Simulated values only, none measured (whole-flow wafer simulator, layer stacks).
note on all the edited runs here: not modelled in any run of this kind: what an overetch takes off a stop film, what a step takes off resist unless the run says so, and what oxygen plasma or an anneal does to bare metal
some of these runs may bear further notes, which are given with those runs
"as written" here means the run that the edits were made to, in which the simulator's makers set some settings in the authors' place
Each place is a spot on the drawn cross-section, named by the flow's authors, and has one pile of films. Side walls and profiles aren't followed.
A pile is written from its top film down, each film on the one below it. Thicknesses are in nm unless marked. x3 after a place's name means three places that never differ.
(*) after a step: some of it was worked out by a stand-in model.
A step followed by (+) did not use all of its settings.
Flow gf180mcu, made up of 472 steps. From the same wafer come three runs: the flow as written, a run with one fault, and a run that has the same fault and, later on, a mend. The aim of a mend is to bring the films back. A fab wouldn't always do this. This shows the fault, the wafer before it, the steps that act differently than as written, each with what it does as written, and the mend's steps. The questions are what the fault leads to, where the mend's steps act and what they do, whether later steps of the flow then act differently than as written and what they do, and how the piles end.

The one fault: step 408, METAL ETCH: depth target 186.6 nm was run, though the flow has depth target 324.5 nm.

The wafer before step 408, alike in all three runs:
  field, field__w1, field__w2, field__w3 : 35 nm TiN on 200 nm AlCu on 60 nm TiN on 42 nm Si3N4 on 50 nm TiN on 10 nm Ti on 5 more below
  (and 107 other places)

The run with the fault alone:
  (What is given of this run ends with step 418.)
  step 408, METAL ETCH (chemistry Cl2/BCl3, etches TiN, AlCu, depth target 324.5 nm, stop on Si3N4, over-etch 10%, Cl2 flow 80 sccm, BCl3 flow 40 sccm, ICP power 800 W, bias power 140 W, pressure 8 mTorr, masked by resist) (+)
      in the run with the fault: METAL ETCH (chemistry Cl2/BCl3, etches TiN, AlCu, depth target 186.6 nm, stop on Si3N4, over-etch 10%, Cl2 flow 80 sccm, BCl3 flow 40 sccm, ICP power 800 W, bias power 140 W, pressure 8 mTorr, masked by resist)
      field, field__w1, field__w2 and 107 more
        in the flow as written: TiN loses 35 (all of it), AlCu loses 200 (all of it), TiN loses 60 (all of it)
        in the run with the fault: TiN loses 35 (all of it), AlCu loses 151.6
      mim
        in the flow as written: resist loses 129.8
        in the run with the fault: resist loses 74.6
  Steps further on in the flow that do not act as written (1 more step, not shown, differs only slightly: by at most 2% or 0.5 nm, whichever is larger):
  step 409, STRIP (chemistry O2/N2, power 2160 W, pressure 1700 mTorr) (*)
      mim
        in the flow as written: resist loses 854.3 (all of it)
        in the run with the fault: resist loses 909.5 (all of it)
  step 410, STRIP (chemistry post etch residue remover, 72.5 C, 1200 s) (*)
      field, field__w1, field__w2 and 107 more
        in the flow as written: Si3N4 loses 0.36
        in the run with the fault: AlCu loses 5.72
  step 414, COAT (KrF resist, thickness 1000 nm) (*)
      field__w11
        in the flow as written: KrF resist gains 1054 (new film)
        in the run with the fault: KrF resist gains 1032.8 (new film)
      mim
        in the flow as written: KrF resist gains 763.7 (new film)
        in the run with the fault: KrF resist gains 843.7 (new film)
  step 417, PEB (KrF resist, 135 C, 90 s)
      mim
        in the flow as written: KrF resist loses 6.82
        in the run with the fault: KrF resist loses 8.09
  The piles after step 418 differ from the flow's at field, field__w1, field__w2 and 109 more by more than 2% or 0.5 nm, whichever is larger.
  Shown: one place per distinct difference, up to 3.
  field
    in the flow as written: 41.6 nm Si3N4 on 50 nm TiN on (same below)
    in the run with the fault: 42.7 nm AlCu on 60 nm TiN on 42 nm Si3N4 on 50 nm TiN on (same below)
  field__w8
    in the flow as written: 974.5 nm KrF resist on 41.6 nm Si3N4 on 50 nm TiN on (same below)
    in the run with the fault: 974.5 nm KrF resist on 42.7 nm AlCu on 60 nm TiN on 42 nm Si3N4 on 50 nm TiN on (same below)
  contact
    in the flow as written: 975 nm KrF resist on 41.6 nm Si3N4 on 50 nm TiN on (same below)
    in the run with the fault: 974.8 nm KrF resist on 42.7 nm AlCu on 60 nm TiN on 42 nm Si3N4 on 50 nm TiN on (same below)

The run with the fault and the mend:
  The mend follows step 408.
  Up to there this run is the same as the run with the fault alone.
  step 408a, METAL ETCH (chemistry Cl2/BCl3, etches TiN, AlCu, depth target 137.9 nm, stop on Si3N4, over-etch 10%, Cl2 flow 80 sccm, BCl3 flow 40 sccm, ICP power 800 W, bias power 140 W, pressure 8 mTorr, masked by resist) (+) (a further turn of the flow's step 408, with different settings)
      field, field__w1, field__w2 and 107 more
        AlCu loses 48.4 (all of it), TiN loses 60 (all of it)
      mim
        resist loses 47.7
  None of the later steps of the flow differs from how it acts as written, at any place that is followed, by more than 2% or 0.5 nm, whichever is larger.
  By the end, the piles equal the flow's at every place that both follow.
